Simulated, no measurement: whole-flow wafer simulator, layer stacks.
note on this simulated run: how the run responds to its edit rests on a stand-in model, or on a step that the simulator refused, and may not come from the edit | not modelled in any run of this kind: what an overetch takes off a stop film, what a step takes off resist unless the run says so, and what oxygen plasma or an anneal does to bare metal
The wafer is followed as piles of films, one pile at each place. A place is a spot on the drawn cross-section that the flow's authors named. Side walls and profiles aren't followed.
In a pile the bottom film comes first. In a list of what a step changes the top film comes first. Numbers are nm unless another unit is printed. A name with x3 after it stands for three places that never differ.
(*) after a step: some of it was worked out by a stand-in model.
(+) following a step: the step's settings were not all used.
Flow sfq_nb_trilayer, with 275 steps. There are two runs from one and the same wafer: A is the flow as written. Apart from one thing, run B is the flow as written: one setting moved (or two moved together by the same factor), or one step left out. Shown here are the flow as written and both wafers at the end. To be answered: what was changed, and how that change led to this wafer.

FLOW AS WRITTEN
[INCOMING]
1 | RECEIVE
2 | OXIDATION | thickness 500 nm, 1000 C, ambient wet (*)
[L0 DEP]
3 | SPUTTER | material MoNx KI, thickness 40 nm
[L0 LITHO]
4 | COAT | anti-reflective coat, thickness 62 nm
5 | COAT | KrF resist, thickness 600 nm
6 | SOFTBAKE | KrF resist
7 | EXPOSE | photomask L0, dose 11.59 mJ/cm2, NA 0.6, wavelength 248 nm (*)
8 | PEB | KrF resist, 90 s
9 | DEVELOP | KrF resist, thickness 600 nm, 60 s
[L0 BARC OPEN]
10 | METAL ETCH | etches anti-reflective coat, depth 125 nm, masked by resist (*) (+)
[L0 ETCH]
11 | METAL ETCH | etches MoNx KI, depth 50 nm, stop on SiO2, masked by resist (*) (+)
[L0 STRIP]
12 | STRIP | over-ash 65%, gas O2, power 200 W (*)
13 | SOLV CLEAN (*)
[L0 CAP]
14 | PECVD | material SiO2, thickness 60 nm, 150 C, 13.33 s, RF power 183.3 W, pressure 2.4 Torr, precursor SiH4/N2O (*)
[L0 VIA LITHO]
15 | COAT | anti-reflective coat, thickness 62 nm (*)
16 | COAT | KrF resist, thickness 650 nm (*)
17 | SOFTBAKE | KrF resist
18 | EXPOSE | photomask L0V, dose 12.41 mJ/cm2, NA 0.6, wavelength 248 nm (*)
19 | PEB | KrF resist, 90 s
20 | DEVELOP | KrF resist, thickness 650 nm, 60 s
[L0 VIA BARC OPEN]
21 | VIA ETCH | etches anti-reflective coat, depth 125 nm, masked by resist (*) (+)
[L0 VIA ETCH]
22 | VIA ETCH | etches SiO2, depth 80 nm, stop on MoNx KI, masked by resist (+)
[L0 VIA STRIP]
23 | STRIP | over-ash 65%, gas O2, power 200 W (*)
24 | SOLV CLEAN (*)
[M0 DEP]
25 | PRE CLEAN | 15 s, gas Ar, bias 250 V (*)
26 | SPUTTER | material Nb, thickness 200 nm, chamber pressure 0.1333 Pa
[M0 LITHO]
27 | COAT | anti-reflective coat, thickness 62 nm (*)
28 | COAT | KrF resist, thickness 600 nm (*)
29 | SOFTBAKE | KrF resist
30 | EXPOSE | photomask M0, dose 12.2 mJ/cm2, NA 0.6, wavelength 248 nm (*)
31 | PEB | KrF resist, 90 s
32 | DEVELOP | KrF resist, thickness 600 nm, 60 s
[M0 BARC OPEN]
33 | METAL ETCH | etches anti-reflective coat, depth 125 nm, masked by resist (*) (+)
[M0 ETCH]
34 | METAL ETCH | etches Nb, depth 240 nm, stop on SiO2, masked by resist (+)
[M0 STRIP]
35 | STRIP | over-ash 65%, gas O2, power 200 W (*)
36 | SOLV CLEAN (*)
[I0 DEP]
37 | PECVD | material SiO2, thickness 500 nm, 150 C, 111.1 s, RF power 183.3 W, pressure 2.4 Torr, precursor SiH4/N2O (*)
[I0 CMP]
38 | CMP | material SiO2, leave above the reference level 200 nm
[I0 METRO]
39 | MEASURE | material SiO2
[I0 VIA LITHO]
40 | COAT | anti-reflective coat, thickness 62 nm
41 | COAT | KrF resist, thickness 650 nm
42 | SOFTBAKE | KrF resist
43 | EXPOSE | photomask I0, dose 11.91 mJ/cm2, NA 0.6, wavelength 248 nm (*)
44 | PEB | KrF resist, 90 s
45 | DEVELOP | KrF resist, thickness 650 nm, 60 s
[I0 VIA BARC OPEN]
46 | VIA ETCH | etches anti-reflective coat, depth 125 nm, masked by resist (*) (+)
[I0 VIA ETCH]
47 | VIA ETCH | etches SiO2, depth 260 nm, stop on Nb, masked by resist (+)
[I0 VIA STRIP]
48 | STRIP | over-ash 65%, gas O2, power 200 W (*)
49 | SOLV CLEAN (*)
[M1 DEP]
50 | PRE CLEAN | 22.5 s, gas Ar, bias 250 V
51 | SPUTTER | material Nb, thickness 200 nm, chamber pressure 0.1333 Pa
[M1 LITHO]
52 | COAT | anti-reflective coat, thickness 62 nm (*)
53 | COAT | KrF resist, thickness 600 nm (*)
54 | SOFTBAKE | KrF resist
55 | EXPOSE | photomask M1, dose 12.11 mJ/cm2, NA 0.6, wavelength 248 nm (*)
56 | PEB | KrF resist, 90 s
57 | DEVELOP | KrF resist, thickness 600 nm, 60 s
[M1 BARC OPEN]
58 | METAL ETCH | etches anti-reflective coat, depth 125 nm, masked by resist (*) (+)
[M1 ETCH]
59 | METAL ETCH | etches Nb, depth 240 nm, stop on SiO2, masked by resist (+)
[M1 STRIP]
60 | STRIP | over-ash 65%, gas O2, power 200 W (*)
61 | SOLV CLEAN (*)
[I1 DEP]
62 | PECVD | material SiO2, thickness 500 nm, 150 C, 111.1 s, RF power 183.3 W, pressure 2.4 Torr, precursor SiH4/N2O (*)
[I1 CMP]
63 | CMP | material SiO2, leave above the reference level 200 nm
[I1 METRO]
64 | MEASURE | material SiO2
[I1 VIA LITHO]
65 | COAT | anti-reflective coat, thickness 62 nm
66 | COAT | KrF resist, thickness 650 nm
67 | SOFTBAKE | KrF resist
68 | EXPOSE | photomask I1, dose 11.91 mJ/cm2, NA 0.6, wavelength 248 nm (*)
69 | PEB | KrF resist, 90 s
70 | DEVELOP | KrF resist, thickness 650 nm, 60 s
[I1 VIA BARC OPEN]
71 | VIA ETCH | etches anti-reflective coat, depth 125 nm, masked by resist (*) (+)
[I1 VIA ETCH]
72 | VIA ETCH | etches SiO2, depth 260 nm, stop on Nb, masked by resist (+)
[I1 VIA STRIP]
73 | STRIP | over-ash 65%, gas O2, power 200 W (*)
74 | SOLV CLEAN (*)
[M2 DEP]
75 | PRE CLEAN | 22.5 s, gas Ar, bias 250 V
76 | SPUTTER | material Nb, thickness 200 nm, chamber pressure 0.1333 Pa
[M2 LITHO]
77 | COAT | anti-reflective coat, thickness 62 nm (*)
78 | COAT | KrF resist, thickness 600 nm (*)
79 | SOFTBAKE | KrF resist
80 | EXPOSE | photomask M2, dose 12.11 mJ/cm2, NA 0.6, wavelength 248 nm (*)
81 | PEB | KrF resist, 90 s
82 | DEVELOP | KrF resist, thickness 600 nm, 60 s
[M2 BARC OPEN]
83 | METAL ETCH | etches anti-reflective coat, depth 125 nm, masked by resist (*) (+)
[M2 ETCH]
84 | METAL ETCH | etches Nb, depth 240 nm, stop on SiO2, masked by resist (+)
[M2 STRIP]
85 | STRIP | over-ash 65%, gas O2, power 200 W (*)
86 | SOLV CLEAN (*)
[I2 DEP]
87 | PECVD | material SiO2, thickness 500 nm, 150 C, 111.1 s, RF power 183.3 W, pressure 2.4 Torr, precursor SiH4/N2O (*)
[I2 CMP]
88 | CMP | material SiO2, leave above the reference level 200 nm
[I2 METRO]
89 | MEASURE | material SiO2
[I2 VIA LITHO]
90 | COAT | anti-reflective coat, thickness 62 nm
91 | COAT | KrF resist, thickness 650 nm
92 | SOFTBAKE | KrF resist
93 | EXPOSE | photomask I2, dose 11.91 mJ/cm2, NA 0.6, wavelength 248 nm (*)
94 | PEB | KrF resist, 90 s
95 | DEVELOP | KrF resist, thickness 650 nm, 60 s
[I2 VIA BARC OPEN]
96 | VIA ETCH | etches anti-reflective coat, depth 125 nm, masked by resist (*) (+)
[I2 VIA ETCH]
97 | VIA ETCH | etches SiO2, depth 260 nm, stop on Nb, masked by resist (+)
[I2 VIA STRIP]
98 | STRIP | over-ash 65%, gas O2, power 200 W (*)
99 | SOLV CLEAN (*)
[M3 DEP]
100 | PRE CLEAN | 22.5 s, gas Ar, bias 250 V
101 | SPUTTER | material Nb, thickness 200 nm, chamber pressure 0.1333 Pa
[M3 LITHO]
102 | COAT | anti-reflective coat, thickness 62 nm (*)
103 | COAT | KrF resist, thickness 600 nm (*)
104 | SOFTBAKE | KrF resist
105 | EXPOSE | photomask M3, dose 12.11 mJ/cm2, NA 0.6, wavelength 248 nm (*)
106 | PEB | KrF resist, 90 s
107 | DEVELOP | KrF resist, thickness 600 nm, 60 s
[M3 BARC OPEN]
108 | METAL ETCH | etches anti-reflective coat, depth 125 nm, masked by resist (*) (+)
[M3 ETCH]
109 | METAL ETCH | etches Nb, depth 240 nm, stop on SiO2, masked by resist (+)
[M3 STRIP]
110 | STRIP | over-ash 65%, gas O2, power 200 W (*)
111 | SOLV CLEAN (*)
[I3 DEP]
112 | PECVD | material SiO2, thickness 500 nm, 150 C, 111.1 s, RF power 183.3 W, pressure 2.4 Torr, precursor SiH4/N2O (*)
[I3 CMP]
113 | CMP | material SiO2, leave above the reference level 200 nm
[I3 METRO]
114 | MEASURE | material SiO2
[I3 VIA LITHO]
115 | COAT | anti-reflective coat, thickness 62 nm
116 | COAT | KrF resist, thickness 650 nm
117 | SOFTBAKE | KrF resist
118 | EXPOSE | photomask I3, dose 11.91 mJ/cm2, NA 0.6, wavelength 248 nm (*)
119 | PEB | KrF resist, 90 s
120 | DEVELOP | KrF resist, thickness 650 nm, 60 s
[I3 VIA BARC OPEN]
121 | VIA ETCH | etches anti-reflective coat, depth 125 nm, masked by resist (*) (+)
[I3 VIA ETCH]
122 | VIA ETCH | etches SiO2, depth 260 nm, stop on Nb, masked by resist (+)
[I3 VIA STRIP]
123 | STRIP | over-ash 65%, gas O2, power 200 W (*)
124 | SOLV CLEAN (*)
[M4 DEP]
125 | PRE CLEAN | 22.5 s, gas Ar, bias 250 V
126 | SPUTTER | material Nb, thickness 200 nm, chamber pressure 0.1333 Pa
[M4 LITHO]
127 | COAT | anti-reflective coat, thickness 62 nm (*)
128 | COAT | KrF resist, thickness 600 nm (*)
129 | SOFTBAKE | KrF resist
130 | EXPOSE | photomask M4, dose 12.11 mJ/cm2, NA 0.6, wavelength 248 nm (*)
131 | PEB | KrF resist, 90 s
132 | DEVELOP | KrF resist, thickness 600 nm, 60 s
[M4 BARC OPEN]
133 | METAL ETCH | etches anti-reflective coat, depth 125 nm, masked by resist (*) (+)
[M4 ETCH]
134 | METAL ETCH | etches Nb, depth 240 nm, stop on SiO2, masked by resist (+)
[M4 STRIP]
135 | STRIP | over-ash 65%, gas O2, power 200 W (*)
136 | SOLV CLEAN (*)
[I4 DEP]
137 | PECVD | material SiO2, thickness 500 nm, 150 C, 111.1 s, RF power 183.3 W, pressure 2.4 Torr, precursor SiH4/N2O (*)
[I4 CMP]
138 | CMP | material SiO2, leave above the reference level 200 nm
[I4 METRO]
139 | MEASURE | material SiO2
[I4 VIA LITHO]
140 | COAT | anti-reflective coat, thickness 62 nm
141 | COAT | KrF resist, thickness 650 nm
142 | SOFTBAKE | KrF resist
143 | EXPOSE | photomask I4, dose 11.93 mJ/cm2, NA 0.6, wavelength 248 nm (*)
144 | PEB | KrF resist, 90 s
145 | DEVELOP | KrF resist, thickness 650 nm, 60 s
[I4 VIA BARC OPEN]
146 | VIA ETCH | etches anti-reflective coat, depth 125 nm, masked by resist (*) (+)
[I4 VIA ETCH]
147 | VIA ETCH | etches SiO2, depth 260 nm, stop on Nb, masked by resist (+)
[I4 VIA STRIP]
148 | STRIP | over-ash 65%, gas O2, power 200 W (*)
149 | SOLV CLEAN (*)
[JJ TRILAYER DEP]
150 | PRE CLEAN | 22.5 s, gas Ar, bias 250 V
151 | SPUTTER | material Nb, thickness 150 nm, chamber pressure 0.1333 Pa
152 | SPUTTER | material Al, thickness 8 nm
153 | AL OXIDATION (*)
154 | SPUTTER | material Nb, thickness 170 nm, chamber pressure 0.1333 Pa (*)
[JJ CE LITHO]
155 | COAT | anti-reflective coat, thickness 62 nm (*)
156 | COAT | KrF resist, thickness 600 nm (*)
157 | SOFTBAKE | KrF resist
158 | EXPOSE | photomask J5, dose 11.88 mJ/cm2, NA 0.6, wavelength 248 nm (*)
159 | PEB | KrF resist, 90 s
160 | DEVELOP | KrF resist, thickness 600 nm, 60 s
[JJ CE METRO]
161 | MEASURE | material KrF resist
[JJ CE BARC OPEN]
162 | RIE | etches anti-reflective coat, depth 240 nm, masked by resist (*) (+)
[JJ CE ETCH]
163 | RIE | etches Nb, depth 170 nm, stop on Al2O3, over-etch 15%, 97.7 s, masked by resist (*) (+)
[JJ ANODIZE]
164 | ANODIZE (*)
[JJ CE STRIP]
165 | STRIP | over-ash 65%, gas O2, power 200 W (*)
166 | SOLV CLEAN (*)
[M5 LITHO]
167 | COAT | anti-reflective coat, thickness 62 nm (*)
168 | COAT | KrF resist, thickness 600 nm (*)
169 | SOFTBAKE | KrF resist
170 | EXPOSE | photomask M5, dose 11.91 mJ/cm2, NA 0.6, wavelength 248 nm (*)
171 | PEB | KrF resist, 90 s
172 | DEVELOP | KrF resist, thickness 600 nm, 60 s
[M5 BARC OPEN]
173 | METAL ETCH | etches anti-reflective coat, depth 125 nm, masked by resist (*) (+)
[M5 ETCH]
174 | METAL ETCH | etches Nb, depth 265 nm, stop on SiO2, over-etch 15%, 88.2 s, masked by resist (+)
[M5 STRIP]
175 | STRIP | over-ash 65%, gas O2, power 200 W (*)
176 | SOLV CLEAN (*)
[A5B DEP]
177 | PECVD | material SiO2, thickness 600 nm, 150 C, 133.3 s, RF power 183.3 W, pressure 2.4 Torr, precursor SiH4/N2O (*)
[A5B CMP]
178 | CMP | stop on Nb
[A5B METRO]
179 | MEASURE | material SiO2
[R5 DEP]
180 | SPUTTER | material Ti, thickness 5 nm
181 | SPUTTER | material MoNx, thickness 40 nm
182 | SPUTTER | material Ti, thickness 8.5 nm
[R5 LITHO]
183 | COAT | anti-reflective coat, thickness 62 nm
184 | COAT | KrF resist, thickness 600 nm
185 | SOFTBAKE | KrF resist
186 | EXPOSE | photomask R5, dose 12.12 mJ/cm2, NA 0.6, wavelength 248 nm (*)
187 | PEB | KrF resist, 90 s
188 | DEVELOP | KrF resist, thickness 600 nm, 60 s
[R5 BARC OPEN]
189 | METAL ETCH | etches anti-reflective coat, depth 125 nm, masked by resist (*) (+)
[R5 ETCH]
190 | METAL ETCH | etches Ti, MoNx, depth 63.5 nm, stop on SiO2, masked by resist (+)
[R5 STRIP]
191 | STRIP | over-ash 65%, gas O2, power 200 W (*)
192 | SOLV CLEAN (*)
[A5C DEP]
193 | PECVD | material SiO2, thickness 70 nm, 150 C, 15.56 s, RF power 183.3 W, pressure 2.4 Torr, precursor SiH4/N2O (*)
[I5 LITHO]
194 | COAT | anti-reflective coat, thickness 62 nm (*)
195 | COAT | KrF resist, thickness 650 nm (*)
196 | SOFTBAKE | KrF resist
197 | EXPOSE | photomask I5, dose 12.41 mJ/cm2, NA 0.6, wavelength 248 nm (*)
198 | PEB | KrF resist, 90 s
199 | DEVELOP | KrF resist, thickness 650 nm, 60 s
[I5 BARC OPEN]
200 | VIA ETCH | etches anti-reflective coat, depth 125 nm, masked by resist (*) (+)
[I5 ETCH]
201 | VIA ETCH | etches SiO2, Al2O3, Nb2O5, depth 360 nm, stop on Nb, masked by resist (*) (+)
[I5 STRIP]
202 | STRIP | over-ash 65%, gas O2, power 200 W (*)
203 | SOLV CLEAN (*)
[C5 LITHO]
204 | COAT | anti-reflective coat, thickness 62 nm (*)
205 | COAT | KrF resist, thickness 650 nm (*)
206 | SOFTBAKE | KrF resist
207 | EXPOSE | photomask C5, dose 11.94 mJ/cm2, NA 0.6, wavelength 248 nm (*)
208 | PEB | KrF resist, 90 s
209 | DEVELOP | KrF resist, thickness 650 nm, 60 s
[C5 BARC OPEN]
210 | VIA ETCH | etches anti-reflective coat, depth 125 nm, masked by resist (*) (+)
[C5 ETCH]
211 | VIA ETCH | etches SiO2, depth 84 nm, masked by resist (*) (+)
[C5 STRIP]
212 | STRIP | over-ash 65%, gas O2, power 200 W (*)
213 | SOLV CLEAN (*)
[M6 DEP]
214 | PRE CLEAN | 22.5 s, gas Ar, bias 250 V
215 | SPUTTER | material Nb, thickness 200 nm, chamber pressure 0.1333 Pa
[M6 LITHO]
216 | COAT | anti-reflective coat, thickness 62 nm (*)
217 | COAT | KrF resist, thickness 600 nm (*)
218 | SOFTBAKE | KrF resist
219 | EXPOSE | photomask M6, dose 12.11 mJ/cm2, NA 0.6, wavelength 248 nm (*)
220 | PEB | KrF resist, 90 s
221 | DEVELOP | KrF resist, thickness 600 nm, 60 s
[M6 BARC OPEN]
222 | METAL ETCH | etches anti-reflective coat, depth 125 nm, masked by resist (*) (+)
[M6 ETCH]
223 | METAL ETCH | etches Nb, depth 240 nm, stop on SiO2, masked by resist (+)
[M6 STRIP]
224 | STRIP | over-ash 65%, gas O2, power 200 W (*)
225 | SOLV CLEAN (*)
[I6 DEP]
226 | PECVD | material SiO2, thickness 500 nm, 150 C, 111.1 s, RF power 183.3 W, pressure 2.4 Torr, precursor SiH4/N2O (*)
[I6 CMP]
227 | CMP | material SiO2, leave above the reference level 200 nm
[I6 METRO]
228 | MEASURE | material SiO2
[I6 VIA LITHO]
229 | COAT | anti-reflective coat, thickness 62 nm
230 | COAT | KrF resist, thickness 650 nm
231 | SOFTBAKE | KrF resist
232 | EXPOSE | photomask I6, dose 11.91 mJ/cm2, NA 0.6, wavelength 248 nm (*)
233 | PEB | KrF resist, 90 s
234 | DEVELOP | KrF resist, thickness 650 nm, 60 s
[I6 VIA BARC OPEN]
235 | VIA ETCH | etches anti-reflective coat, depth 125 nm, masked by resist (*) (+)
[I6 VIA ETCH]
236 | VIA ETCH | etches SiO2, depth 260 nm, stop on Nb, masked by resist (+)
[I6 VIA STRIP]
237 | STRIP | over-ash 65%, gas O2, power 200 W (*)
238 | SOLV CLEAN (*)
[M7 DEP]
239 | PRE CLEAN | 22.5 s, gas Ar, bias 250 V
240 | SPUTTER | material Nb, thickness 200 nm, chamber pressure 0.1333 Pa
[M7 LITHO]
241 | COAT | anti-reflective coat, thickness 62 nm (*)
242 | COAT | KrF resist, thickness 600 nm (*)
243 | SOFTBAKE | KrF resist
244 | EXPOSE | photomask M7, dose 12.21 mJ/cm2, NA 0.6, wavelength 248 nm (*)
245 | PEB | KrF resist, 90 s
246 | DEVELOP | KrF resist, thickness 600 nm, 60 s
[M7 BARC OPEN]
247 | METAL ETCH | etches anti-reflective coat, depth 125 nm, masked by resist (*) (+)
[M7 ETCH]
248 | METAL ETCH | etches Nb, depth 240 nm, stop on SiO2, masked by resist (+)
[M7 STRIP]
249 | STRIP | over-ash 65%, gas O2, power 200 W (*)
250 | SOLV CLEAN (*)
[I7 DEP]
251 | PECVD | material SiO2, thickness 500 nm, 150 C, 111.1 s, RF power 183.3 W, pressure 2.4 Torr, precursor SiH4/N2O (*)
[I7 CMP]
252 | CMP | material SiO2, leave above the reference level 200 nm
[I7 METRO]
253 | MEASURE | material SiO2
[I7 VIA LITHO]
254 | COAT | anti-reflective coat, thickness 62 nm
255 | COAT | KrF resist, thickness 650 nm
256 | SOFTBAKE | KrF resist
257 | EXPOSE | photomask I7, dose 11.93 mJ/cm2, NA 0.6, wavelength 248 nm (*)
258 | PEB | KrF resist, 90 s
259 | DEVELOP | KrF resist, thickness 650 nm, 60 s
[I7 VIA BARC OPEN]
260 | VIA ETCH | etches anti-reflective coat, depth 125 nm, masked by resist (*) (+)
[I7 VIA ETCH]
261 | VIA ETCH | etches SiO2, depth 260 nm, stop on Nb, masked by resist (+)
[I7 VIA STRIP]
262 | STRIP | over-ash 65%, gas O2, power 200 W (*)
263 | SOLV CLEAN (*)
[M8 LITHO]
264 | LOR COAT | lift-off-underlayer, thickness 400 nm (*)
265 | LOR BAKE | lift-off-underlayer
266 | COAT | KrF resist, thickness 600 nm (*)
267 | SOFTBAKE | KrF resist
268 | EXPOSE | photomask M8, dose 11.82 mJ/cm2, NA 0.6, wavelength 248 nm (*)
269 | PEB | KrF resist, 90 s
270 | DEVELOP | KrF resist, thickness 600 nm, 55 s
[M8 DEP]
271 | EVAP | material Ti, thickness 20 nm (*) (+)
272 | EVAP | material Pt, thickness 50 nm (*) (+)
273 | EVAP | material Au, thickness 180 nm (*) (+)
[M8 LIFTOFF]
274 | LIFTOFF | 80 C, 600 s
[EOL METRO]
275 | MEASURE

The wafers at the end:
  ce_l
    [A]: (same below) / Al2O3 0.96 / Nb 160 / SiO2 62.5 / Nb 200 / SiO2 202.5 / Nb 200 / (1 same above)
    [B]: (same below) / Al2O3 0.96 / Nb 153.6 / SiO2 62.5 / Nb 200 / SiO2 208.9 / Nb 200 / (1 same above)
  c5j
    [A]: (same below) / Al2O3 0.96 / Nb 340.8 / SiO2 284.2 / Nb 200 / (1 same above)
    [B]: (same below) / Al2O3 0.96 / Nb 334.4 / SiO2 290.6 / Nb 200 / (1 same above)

What caused this: step 190, METAL ETCH: depth 69.9 nm was run, whereas the flow has depth 63.5 nm.

The path from the change to this, step by step:
  190 | METAL ETCH | etches Ti, MoNx, depth 63.5 nm, stop on SiO2, masked by resist (+)
      be_r, r_sur, res, r_end, r5r_line_l, r5r_line_c, r5r_line_r: A KrF resist loses 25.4 | B KrF resist loses 28
      ce_l, c5j, ce_r, wl_jj: A Ti loses 8.5 (all of it), MoNx loses 40 (all of it), Ti loses 5 (all of it), Nb loses 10 | B Ti loses 8.5 (all of it), MoNx loses 40 (all of it), Ti loses 5 (all of it), Nb loses 16.4
  194 | COAT | anti-reflective coat, thickness 62 nm (*)
      ce_l: A anti-reflective coat gains 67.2 (new film) | B anti-reflective coat gains 70.1 (new film)
      c5j: A anti-reflective coat gains 64.9 (new film) | B anti-reflective coat gains 66.7 (new film)
      (and at 3 other places as well)
  202 | STRIP | over-ash 65%, gas O2, power 200 W (*)
      ce_l: A KrF resist loses 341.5 (all of it), anti-reflective coat loses 67.2 (all of it) | B KrF resist loses 343.7 (all of it), anti-reflective coat loses 70.1 (all of it)
      c5j: A KrF resist loses 345.8 (all of it), anti-reflective coat loses 64.9 (all of it) | B KrF resist loses 349.1 (all of it), anti-reflective coat loses 66.7 (all of it)
      (and at 3 other places as well)
  204 | COAT | anti-reflective coat, thickness 62 nm (*)
      ce_l: A anti-reflective coat gains 66 (new film) | B anti-reflective coat gains 68.9 (new film)
      c5j: A anti-reflective coat gains 63.9 (new film) | B anti-reflective coat gains 65.7 (new film)
      (and at 3 other places as well)
  210 | VIA ETCH | etches anti-reflective coat, depth 125 nm, masked by resist (*) (+)
      c5j: A anti-reflective coat loses 63.9 (all of it), SiO2 loses 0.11 | B anti-reflective coat loses 65.7 (all of it), SiO2 loses 0.1
  212 | STRIP | over-ash 65%, gas O2, power 200 W (*)
      ce_l: A KrF resist loses 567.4 (all of it), anti-reflective coat loses 66 (all of it) | B KrF resist loses 569.7 (all of it), anti-reflective coat loses 68.9 (all of it)
      ce_r: A KrF resist loses 573.7 (all of it), anti-reflective coat loses 67.2 (all of it) | B KrF resist loses 576 (all of it), anti-reflective coat loses 70 (all of it)
      (and at 2 other places as well)
  216 | COAT | anti-reflective coat, thickness 62 nm (*)
      ce_l: A anti-reflective coat gains 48 (new film) | B anti-reflective coat gains 50.1 (new film)
      c5j: A anti-reflective coat gains 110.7 (new film) | B anti-reflective coat gains 113.1 (new film)
      (and at 3 other places as well)
  224 | STRIP | over-ash 65%, gas O2, power 200 W (*)
      ce_l: A KrF resist loses 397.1 (all of it), anti-reflective coat loses 48 (all of it) | B KrF resist loses 400 (all of it), anti-reflective coat loses 50.1 (all of it)
      c5j: A KrF resist loses 418.3 (all of it), anti-reflective coat loses 110.7 (all of it) | B KrF resist loses 420.9 (all of it), anti-reflective coat loses 113.1 (all of it)
      (and at 3 other places as well)
  227 | CMP | material SiO2, leave above the reference level 200 nm
      ce_l, ce_r, wl_jj: A SiO2 loses 290 | B SiO2 loses 283.6
      c5j: A SiO2 loses 223 | B SiO2 loses 216.6
